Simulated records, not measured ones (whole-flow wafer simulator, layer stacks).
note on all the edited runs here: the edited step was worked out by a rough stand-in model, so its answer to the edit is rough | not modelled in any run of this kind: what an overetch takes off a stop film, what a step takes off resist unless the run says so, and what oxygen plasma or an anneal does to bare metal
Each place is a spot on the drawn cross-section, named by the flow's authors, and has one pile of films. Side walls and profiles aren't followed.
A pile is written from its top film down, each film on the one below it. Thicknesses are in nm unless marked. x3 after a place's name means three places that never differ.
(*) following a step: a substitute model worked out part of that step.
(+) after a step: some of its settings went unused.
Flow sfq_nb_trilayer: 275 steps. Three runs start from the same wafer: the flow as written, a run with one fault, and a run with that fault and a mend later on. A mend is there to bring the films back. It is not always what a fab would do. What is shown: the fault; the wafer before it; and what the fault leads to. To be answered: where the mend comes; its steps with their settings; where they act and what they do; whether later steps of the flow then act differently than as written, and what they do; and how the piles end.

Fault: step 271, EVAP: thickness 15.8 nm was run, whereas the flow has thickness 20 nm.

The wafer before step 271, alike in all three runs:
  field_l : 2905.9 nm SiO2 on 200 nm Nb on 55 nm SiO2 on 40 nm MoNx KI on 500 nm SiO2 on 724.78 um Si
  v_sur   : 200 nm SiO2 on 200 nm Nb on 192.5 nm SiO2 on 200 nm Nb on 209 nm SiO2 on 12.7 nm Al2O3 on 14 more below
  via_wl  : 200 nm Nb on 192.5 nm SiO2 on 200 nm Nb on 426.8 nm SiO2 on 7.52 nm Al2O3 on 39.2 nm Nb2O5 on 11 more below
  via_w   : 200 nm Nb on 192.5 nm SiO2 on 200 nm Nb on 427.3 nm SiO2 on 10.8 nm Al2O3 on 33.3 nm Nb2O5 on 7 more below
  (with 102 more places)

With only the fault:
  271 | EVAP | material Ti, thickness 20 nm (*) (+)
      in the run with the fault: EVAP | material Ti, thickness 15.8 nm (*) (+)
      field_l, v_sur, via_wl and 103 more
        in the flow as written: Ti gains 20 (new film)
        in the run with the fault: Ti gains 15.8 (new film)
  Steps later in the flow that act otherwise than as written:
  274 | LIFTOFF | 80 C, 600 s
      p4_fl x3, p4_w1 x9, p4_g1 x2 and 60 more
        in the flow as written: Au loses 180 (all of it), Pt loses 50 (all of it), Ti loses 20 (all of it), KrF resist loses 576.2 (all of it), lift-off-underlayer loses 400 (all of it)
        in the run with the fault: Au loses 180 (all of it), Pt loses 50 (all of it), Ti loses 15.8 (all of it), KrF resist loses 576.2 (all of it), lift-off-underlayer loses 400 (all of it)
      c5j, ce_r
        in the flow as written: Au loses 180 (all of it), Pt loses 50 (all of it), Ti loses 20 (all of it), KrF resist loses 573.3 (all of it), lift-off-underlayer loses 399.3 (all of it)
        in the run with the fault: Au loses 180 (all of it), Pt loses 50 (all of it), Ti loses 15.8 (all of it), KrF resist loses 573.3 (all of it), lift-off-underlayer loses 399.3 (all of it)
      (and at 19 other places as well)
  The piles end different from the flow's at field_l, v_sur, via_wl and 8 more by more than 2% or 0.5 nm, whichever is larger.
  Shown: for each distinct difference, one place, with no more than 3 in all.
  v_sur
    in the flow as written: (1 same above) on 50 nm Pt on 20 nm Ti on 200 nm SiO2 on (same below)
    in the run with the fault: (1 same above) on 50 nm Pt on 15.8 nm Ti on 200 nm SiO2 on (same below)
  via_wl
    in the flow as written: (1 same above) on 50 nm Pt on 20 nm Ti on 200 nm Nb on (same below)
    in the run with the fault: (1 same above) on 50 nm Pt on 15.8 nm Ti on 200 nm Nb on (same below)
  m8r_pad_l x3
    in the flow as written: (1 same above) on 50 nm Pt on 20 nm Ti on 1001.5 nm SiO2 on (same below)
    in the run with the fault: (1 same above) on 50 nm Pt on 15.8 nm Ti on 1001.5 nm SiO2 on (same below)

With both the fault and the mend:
  The mend stands after step 271.
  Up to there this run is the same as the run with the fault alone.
  271a | EVAP | material Ti, thickness 4.2 nm (*) (+) (a further turn of the flow's step 271, with different settings)
      field_l, v_sur, via_wl and 103 more
        Ti gains 4.2
  Later steps of the flow that are run all act as written at every place that is followed.
  At every place that both follow, the piles at the end match the flow's.
